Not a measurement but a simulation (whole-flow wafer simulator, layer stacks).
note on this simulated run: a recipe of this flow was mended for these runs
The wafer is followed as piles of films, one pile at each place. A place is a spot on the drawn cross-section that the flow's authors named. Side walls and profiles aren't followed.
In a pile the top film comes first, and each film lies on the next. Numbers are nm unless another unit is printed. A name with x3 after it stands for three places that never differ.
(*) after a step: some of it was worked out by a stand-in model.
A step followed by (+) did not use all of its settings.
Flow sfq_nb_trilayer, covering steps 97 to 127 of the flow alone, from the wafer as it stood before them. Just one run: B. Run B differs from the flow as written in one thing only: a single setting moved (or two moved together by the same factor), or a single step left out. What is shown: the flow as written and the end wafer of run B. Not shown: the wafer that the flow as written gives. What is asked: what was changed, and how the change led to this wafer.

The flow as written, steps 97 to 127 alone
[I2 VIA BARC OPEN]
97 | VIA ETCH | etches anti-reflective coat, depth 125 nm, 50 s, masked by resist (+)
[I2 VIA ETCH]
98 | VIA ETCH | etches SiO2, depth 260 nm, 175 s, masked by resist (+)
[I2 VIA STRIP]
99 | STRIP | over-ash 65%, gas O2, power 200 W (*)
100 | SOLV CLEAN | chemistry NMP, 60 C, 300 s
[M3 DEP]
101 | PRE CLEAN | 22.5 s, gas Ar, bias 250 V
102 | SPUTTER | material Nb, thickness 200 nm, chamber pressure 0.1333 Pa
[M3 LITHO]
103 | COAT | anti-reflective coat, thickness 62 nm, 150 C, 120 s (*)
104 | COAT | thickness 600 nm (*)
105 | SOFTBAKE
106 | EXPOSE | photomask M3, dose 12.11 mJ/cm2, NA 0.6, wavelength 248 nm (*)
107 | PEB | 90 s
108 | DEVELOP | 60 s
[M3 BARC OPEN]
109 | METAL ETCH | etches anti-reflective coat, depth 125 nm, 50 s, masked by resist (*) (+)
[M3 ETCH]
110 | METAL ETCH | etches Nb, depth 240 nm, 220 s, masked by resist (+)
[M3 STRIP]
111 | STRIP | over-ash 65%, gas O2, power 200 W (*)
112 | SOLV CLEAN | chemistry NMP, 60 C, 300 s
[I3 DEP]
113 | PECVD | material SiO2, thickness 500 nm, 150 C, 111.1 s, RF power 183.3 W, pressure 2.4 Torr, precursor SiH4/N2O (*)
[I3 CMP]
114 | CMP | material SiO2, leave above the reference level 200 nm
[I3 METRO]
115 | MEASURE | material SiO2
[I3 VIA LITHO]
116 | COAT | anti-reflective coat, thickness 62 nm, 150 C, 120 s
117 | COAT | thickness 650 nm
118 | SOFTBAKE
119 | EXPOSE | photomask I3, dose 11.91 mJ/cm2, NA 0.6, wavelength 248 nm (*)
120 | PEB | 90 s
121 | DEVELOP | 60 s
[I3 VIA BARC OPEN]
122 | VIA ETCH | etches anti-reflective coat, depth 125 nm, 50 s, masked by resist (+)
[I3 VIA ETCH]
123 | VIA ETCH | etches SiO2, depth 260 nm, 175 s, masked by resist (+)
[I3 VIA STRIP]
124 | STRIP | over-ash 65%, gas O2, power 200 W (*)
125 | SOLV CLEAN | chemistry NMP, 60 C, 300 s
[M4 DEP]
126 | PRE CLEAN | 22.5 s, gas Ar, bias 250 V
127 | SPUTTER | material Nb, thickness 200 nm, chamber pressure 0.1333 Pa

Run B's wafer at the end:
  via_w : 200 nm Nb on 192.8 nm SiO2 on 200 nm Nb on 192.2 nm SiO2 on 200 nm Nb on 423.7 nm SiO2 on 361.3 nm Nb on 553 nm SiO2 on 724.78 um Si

Cause: step 98, VIA ETCH: etches SiO2, depth 260 nm, 175 s, masked by resist (+), was not run.

The path from the change to this, step by step:
  99 | STRIP | over-ash 65%, gas O2, power 200 W (*)
      field_l, v_sur, via_wl and 102 more: KrF-resist-other-grade loses 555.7 (all of it), anti-reflective coat loses 62 (all of it) (in the flow as written it would be: KrF-resist-other-grade loses 510.8 (all of it), anti-reflective coat loses 62 (all of it))
  101 | PRE CLEAN | 22.5 s, gas Ar, bias 250 V
      via_w: SiO2 loses 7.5 (in the flow as written it would be: Nb loses 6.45)
  102 | SPUTTER | material Nb, thickness 200 nm, chamber pressure 0.1333 Pa
      via_w: Nb gains 200 (new film) (in the flow as written it would be: Nb gains 164.5)
  103 | COAT | anti-reflective coat, thickness 62 nm, 150 C, 120 s (*)
      via_wl, via_wr: anti-reflective coat gains 61.9 (new film) (in the flow as written it would be: anti-reflective coat gains 16.7 (new film))
      field_l: anti-reflective coat gains 62 (new film) (in the flow as written it would be: anti-reflective coat gains 67.6 (new film))
      (also at 5 further places)
  104 | COAT | thickness 600 nm (*)
      field_l: KrF-resist-other-grade gains 600 (new film) (in the flow as written it would be: KrF-resist-other-grade gains 587 (new film))
      via_wl: KrF-resist-other-grade gains 600 (new film) (in the flow as written it would be: KrF-resist-other-grade gains 616.5 (new film))
      (also at 2 further places)
  108 | DEVELOP | 60 s
      field_l: KrF-resist-other-grade loses 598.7 (all of it) (in the flow as written it would be: KrF-resist-other-grade loses 585.7 (all of it))
  109 | METAL ETCH | etches anti-reflective coat, depth 125 nm, 50 s, masked by resist (*) (+)
      field_l: anti-reflective coat loses 62 (all of it) (in the flow as written it would be: anti-reflective coat loses 67.6 (all of it))
  111 | STRIP | over-ash 65%, gas O2, power 200 W (*)
      v_sur: KrF-resist-other-grade loses 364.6 (all of it), anti-reflective coat loses 61.9 (all of it) (in the flow as written it would be: KrF-resist-other-grade loses 361 (all of it), anti-reflective coat loses 46 (all of it))
      via_wl: KrF-resist-other-grade loses 364.6 (all of it), anti-reflective coat loses 61.9 (all of it) (in the flow as written it would be: KrF-resist-other-grade loses 381.1 (all of it), anti-reflective coat loses 16.7 (all of it))
      (also at 5 further places)
  113 | PECVD | material SiO2, thickness 500 nm, 150 C, 111.1 s, RF power 183.3 W, pressure 2.4 Torr, precursor SiH4/N2O (*)
      via_w: SiO2 gains 500 (new film) (in the flow as written it would be: SiO2 gains 621.2 (new film))
  114 | CMP | material SiO2, leave above the reference level 200 nm
      via_w: SiO2 loses 299.7 (in the flow as written it would be: SiO2 loses 181.6)
Taking metal films that touch as one body, via_w has 4 bodies (between them, from the top down: SiO2 192.8; SiO2 192.2; SiO2 423.7); the flow as written gives 3 bodies (between them, from the top down: SiO2 432; SiO2 423.7).
